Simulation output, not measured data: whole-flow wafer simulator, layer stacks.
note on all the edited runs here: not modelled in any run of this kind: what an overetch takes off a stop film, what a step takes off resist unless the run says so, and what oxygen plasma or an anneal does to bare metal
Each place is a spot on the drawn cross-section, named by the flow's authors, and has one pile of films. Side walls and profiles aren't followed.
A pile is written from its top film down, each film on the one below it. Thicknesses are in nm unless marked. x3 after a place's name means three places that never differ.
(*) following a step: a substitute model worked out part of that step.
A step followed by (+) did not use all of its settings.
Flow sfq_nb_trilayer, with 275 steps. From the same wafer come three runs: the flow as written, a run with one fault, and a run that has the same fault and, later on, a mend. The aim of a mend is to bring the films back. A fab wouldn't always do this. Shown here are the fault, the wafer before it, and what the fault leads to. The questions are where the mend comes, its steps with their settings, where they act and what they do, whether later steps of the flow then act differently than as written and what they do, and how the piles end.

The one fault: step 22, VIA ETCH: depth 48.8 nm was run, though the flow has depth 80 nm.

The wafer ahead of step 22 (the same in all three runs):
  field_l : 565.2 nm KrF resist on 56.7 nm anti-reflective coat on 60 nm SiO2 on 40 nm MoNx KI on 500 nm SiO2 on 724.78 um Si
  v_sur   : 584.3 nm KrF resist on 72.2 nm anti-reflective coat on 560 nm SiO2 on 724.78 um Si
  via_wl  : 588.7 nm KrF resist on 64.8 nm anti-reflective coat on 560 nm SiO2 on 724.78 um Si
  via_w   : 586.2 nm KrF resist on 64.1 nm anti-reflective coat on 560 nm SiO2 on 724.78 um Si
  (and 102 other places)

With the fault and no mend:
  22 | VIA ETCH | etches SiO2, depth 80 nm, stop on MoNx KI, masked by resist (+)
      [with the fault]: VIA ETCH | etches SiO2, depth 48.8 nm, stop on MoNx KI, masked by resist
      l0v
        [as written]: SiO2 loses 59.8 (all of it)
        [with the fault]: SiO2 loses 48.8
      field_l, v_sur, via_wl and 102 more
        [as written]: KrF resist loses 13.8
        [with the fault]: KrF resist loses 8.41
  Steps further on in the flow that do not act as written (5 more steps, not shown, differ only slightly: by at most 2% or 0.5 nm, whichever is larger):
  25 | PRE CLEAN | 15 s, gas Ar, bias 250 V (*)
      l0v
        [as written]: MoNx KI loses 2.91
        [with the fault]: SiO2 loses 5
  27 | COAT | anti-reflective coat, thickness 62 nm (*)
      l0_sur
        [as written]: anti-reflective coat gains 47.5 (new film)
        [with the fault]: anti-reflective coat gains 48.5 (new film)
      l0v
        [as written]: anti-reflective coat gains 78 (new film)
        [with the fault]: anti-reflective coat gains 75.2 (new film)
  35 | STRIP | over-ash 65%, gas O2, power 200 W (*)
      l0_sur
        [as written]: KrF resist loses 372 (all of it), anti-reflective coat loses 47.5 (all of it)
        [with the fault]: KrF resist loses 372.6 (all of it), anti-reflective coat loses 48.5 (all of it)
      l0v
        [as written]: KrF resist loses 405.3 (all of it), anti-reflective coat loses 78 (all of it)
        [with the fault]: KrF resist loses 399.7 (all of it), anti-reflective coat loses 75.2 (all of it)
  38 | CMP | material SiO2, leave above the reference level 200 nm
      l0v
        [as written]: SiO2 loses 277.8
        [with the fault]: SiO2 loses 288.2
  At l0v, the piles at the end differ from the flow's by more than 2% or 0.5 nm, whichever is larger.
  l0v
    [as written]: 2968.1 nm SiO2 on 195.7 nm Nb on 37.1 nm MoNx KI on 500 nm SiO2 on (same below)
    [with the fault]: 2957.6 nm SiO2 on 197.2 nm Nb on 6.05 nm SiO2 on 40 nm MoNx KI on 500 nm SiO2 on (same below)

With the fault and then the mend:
  The mend follows step 22.
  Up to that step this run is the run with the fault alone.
  22a | VIA ETCH | etches SiO2, depth 31.2 nm, stop on MoNx KI, masked by resist (+) (the flow's step 22 again, with other settings)
      field_l, v_sur, via_wl and 102 more
        KrF resist loses 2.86
      l0v
        SiO2 loses 11 (all of it)
  None of the later steps of the flow differs from how it acts as written, at any place that is followed, by more than 2% or 0.5 nm, whichever is larger.
  By the end, the piles equal the flow's at every place that both follow.
